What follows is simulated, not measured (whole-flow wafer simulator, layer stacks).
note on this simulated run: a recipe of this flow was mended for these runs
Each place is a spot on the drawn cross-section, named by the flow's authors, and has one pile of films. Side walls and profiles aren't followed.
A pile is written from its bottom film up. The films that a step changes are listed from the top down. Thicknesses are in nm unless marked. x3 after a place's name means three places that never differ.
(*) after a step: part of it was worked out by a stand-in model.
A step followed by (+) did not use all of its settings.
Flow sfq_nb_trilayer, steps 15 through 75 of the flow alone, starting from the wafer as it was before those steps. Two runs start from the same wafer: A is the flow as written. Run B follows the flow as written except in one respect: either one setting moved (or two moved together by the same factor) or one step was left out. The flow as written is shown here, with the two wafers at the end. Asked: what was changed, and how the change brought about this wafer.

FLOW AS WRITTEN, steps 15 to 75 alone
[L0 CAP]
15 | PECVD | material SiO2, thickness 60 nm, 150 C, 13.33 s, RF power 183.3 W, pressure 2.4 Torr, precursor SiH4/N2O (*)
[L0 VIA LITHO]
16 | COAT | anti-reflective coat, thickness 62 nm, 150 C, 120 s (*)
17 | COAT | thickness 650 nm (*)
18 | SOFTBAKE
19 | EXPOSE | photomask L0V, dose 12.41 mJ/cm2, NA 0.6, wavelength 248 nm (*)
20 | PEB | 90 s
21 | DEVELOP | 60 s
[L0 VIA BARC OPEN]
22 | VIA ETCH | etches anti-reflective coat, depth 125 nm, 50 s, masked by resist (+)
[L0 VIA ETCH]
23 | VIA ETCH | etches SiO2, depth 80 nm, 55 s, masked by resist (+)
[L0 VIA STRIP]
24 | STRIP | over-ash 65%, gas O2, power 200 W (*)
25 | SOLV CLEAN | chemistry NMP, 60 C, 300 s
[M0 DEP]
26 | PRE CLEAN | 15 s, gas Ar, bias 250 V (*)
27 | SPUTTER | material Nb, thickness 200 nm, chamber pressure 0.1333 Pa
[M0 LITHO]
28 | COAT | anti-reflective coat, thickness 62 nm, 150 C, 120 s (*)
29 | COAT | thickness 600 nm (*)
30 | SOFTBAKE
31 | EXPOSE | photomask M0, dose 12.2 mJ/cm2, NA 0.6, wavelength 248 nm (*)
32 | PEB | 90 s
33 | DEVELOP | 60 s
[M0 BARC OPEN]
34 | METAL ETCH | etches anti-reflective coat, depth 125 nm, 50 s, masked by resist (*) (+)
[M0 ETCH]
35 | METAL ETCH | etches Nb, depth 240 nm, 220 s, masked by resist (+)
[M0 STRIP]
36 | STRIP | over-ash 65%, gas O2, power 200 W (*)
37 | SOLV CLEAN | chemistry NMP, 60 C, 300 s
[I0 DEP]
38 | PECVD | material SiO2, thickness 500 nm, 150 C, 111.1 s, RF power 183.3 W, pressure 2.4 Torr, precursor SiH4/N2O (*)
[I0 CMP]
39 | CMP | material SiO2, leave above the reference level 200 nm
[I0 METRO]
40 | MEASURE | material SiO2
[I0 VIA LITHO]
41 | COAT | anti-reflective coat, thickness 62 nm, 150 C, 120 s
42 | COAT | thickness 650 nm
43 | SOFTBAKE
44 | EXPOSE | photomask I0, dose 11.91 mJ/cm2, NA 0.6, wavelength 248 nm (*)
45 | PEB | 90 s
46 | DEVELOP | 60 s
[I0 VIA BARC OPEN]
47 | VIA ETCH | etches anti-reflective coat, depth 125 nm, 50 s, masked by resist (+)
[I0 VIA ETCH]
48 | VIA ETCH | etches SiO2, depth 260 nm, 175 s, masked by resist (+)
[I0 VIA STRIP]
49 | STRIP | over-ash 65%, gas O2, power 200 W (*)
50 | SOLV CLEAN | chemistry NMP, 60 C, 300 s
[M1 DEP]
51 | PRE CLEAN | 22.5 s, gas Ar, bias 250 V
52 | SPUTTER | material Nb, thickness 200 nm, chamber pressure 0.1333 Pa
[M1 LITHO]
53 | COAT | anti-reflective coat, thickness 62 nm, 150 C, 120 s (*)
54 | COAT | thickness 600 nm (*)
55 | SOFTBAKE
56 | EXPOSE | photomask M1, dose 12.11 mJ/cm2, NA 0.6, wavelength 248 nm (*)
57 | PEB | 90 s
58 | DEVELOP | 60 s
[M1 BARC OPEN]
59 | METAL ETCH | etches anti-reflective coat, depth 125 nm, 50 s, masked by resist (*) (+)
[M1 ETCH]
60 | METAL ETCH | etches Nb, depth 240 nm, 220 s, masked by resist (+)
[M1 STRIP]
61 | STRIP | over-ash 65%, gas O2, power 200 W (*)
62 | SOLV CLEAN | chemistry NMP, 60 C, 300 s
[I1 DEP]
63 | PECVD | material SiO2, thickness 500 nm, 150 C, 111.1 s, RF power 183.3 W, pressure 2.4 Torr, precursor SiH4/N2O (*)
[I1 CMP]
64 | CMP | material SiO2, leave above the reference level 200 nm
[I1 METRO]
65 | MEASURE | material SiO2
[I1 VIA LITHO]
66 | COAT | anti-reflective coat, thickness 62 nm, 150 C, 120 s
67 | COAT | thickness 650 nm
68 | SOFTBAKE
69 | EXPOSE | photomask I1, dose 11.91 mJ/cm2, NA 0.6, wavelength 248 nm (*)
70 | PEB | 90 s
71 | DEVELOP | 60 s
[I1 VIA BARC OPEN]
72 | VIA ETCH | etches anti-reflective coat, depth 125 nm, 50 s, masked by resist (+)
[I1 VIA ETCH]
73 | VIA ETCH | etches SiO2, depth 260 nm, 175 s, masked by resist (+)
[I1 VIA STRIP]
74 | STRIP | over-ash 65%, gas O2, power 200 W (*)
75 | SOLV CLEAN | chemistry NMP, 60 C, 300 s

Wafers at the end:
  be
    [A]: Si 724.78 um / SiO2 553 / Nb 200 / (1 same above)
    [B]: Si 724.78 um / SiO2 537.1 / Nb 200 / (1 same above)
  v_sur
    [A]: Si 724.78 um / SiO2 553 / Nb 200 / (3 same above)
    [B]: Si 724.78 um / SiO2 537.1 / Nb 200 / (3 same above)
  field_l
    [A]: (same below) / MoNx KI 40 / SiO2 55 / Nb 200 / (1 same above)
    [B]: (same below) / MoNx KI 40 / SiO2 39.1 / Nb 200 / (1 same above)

The reason: step 15, PECVD: pressure 3.48 Torr was run, whereas the flow has pressure 2.4 Torr.

The path from the change to this, step by step:
  15 | PECVD | material SiO2, thickness 60 nm, 150 C, 13.33 s, RF power 183.3 W, pressure 2.4 Torr, precursor SiH4/N2O (*)
      v_sur, via_wl, via_w and 97 more: A SiO2 gains 60 | B SiO2 gains 44.1
      field_l, l0_sur, l0v, l0r_line_l, l0r_line_c, l0r_line_r: A SiO2 gains 60 (new film) | B SiO2 gains 44.1 (new film)
  23 | VIA ETCH | etches SiO2, depth 80 nm, 55 s, masked by resist (+)
      l0v: A SiO2 loses 59.7 (all of it), MoNx KI loses 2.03 | B SiO2 loses 43.8 (all of it), MoNx KI loses 3.62
  28 | COAT | anti-reflective coat, thickness 62 nm, 150 C, 120 s (*)
      l0_sur: A anti-reflective coat gains 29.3 (new film) | B anti-reflective coat gains 34.2 (new film)
      l0v: A anti-reflective coat gains 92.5 (new film) | B anti-reflective coat gains 85.2 (new film)
  36 | STRIP | over-ash 65%, gas O2, power 200 W (*)
      l0_sur: A KrF-resist-other-grade loses 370 (all of it), anti-reflective coat loses 29.3 (all of it) | B KrF-resist-other-grade loses 367.4 (all of it), anti-reflective coat loses 34.2 (all of it)
      l0v: A KrF-resist-other-grade loses 374.1 (all of it), anti-reflective coat loses 92.5 (all of it) | B KrF-resist-other-grade loses 367.6 (all of it), anti-reflective coat loses 85.2 (all of it)
  39 | CMP | material SiO2, leave above the reference level 200 nm
      l0v: A SiO2 loses 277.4 | B SiO2 loses 294.1
